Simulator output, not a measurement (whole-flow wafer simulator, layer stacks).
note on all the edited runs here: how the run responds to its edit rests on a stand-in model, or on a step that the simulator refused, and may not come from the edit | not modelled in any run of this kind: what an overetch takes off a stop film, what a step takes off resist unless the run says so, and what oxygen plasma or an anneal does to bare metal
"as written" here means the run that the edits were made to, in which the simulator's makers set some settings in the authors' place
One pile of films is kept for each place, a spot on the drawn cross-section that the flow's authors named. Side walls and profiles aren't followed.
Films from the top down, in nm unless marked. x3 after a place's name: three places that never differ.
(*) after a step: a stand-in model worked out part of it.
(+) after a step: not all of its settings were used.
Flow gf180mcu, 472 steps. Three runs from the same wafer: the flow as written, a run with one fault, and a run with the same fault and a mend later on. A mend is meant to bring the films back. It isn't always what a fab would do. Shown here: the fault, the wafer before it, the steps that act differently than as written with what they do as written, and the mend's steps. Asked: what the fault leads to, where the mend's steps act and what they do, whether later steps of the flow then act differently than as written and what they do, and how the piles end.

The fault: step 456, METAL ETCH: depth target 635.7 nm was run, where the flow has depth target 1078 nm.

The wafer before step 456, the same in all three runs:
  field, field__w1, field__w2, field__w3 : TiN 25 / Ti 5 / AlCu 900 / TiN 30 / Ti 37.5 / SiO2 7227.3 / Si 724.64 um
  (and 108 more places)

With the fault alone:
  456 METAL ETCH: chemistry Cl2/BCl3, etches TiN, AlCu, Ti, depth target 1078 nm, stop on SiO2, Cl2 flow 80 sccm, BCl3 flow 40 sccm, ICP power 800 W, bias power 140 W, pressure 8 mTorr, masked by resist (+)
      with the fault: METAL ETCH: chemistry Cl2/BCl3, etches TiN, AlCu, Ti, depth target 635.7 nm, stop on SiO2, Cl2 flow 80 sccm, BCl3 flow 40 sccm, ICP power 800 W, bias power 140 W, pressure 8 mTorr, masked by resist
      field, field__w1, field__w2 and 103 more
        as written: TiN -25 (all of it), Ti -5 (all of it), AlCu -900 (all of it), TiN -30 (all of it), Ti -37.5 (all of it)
        with the fault: TiN -25 (all of it), Ti -5 (all of it), AlCu -605.7
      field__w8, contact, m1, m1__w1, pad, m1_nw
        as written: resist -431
        with the fault: resist -254.3
  Later steps of the flow that act differently than as written:
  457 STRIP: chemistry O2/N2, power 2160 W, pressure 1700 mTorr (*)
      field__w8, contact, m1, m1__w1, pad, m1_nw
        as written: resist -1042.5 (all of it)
        with the fault: resist -1219.2 (all of it)
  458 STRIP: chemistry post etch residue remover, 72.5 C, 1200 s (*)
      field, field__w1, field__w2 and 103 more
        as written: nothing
        with the fault: AlCu -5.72
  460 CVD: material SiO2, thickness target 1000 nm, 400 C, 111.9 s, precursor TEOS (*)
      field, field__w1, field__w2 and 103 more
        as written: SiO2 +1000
        with the fault: SiO2 +1000 (new film)
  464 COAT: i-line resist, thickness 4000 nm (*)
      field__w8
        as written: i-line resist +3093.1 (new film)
        with the fault: i-line resist +3410.6 (new film)
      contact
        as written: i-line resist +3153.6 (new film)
        with the fault: i-line resist +3442.8 (new film)
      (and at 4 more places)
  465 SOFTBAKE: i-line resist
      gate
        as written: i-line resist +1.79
        with the fault: i-line resist -0.69
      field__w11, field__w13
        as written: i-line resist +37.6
        with the fault: i-line resist +20.9
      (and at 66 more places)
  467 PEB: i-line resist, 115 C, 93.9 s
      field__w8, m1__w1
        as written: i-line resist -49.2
        with the fault: i-line resist -55.7
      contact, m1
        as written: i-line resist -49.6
        with the fault: i-line resist -55.9
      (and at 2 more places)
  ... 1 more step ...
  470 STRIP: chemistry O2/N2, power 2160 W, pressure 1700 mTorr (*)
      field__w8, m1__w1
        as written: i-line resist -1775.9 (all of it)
        with the fault: i-line resist -2117.3 (all of it)
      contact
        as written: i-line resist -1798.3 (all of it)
        with the fault: i-line resist -2129.5 (all of it)
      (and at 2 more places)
  At the end the piles differ from the flow's by more than 2% or 0.5 nm, whichever is larger, at field, field__w1, field__w2 and 103 more.
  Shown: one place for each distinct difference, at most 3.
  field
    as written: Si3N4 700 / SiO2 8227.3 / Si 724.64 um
    with the fault: Si3N4 700 / SiO2 1000 / AlCu 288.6 / TiN 30 / Ti 37.5 / SiO2 7227.3 / Si 724.64 um
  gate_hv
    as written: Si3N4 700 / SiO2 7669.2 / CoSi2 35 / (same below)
    with the fault: Si3N4 700 / SiO2 1000 / AlCu 288.6 / TiN 30 / Ti 37.5 / SiO2 6669.2 / CoSi2 35 / (same below)
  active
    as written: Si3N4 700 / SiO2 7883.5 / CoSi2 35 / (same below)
    with the fault: Si3N4 700 / SiO2 1000 / AlCu 288.6 / TiN 30 / Ti 37.5 / SiO2 6883.5 / CoSi2 35 / (same below)

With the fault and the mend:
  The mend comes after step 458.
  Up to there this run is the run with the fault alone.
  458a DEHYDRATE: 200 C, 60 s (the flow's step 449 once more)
      changes no film at any place that is followed
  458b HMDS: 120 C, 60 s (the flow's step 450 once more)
      changes no film at any place that is followed
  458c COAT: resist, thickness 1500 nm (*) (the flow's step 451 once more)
      iso_ptap_pw, iso_ntap_nw, iso_nw_fld and 33 more
        resist +1500 (new film)
      field_sub, field_sub__w1, field_sub__w2 and 13 more
        resist +1508.3 (new film)
      p_well, sti, spacer, sd_n, mim_1p0, dice_street
        resist +1503.1 (new film)
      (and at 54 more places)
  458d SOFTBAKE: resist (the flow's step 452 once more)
      gate_p_hv, nw_enc_fld, nw_enc_fld__w1
        resist -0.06
      ld_gate_p, nw_enc_fld_lv__w4
        resist -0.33
      ld_fp_p, npoly_u
        resist -0.21
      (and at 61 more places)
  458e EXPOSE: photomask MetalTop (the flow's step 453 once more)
      changes no film at any place that is followed
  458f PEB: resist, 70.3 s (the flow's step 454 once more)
      field__w2, field__w3, field__w5 and 43 more
        resist -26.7
      iso_ptap_pw, iso_ntap_nw, iso_nw_fld and 33 more
        resist -26.5
      p_well, sti, spacer, sd_n, mim_1p0, dice_street
        resist -26.6
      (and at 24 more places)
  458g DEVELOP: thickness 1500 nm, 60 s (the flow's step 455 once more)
      iso_ptap_pw, iso_ntap_nw, iso_nw_fld and 33 more
        resist -1473.5 (all of it)
      field__w5, field__w9, active_hv and 6 more
        resist -1482 (all of it)
      p_well, sti, spacer, sd_n, mim_1p0, dice_street
        resist -1476.5 (all of it)
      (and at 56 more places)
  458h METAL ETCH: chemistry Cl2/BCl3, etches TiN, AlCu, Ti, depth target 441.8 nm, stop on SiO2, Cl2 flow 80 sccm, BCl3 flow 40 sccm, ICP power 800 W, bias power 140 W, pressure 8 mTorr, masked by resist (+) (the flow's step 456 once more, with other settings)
      field, field__w1, field__w2 and 103 more
        AlCu -288.6 (all of it), TiN -30 (all of it), Ti -37.5 (all of it)
      field__w8, contact, m1, m1__w1, pad, m1_nw
        resist -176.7
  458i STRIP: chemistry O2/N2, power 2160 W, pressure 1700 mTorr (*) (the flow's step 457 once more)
      field__w8
        resist -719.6 (all of it)
      contact
        resist -718 (all of it)
      m1
        resist -718.2 (all of it)
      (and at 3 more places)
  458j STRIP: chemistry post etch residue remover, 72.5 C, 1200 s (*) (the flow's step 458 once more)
      field__w8, contact, m1, m1__w1, pad, m1_nw
        TiN -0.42
  No later step of the flow acts differently than as written, at any place that is followed, by more than 2% or 0.5 nm, whichever is larger.
  At the end the piles differ from the flow's only slightly at the places that both follow, by at most 2% or 0.5 nm, whichever is larger.
